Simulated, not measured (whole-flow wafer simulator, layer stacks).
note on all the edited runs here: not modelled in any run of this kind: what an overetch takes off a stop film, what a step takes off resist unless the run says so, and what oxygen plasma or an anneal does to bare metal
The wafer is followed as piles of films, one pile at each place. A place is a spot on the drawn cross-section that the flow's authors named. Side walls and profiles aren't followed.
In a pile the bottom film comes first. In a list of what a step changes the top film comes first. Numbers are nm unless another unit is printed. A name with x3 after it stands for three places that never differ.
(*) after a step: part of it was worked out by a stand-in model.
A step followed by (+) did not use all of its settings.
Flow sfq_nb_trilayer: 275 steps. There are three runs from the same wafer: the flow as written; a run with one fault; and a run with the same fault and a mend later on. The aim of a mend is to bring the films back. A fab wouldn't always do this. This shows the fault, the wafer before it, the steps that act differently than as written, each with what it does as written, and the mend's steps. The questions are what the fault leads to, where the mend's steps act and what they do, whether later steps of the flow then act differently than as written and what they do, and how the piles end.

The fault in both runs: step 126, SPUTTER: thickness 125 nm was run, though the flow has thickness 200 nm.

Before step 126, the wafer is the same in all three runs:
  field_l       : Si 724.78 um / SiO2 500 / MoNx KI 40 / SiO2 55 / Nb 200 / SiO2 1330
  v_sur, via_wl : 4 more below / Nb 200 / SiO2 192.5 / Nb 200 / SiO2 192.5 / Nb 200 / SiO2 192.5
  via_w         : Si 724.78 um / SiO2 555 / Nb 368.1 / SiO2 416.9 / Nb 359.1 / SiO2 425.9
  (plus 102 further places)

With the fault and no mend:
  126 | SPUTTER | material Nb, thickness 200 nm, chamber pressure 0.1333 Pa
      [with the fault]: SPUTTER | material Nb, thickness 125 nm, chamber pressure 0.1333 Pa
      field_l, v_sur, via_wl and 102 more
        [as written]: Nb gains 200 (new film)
        [with the fault]: Nb gains 125 (new film)
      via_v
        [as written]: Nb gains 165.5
        [with the fault]: Nb gains 103.1
  Later steps of the flow acting differently than as written (4 other steps are not shown; they differ only slightly, by no more than 2% or 0.5 nm, whichever is larger):
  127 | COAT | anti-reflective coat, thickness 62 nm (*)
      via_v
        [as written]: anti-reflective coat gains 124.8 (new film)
        [with the fault]: anti-reflective coat gains 121 (new film)
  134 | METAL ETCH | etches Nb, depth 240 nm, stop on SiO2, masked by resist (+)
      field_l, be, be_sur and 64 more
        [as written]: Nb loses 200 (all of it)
        [with the fault]: Nb loses 125 (all of it)
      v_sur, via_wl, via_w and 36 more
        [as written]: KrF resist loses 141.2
        [with the fault]: KrF resist loses 110.3
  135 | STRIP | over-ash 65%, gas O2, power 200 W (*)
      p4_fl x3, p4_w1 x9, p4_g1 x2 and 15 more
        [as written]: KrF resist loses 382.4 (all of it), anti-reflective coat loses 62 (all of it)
        [with the fault]: KrF resist loses 413.3 (all of it), anti-reflective coat loses 62 (all of it)
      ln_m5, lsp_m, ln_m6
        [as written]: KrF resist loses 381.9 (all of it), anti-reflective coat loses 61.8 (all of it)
        [with the fault]: KrF resist loses 412.8 (all of it), anti-reflective coat loses 61.8 (all of it)
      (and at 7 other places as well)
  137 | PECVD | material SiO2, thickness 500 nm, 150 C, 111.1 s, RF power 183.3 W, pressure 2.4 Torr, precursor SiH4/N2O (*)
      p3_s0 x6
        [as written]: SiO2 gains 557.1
        [with the fault]: SiO2 gains 500
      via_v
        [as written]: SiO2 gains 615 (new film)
        [with the fault]: SiO2 gains 594.3 (new film)
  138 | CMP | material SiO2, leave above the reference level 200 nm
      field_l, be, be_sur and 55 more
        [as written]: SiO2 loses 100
        [with the fault]: SiO2 loses 175
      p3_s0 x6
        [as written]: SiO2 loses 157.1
        [with the fault]: SiO2 loses 175
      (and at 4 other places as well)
  At field_l, v_sur, via_wl and 103 more, the piles at the end differ from the flow's by more than 2% or 0.5 nm, whichever is larger.
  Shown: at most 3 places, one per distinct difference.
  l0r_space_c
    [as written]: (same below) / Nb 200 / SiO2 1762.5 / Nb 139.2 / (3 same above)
    [with the fault]: (same below) / Nb 200 / SiO2 1687.5 / Nb 139.2 / (3 same above)
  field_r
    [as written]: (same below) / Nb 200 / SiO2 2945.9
    [with the fault]: (same below) / Nb 200 / SiO2 2870.9
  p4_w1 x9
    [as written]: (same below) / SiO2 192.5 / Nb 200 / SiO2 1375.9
    [with the fault]: (same below) / SiO2 192.5 / Nb 125 / SiO2 1375.9

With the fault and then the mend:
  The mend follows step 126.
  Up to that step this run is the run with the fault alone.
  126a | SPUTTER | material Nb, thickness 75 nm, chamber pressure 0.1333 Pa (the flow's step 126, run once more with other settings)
      field_l, v_sur, via_wl and 102 more
        Nb gains 75
      via_v
        Nb gains 60.1
  Every later step of the flow that is run acts as written, at every place that is followed, to within 2% or 0.5 nm, whichever is larger.
  The piles end only slightly different from the flow's at the places that both follow, by no more than 2% or 0.5 nm, whichever is larger.
